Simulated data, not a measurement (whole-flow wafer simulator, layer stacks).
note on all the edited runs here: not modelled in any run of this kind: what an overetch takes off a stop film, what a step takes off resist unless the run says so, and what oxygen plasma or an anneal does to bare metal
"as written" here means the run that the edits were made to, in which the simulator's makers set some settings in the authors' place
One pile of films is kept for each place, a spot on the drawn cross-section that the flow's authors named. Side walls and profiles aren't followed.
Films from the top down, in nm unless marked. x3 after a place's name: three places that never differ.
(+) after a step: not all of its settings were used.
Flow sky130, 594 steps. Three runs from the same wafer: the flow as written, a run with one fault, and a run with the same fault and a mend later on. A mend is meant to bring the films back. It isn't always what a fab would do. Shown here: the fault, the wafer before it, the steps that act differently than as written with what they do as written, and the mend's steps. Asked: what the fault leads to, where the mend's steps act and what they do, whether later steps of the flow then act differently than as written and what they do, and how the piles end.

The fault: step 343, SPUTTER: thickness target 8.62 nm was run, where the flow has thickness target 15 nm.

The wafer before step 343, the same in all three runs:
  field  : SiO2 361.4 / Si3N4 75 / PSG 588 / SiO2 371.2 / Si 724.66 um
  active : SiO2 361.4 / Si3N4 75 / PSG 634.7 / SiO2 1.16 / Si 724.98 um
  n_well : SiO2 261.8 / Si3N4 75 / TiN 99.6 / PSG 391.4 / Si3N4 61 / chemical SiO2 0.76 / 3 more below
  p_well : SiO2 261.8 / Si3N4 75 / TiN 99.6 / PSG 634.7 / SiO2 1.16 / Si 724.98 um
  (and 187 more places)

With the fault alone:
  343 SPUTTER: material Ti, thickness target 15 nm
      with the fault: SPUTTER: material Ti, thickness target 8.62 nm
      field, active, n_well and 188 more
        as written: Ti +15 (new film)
        with the fault: Ti +8.62 (new film)
  Later steps of the flow that act differently than as written (8 more steps differ only slightly, by at most 2% or 0.5 nm, whichever is larger, and aren't shown):
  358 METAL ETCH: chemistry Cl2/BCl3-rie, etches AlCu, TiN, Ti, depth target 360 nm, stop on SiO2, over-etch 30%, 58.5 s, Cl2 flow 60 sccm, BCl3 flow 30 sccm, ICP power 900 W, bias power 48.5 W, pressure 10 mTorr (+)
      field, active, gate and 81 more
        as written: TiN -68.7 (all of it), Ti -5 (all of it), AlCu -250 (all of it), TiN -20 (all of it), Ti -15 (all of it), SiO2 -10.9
        with the fault: TiN -68.7 (all of it), Ti -5 (all of it), AlCu -250 (all of it), TiN -20 (all of it), Ti -8.62 (all of it), SiO2 -11.6
  At the end the piles differ from the flow's by more than 2% or 0.5 nm, whichever is larger, at n_well, p_well, gate_hv and 104 more.
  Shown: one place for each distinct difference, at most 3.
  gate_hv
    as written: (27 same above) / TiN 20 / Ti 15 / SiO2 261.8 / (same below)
    with the fault: (27 same above) / TiN 20 / Ti 8.62 / SiO2 261.8 / (same below)
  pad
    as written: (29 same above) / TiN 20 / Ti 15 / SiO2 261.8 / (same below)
    with the fault: (29 same above) / TiN 20 / Ti 8.62 / SiO2 261.8 / (same below)
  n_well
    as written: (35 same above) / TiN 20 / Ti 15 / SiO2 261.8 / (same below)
    with the fault: (35 same above) / TiN 20 / Ti 8.62 / SiO2 261.8 / (same below)

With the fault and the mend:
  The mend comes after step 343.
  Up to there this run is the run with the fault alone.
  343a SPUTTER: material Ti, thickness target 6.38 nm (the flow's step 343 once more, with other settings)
      field, active, n_well and 188 more
        Ti +6.38
  No later step of the flow acts differently than as written at any place that is followed.
  At the end the piles are the same as the flow's at every place that both follow.
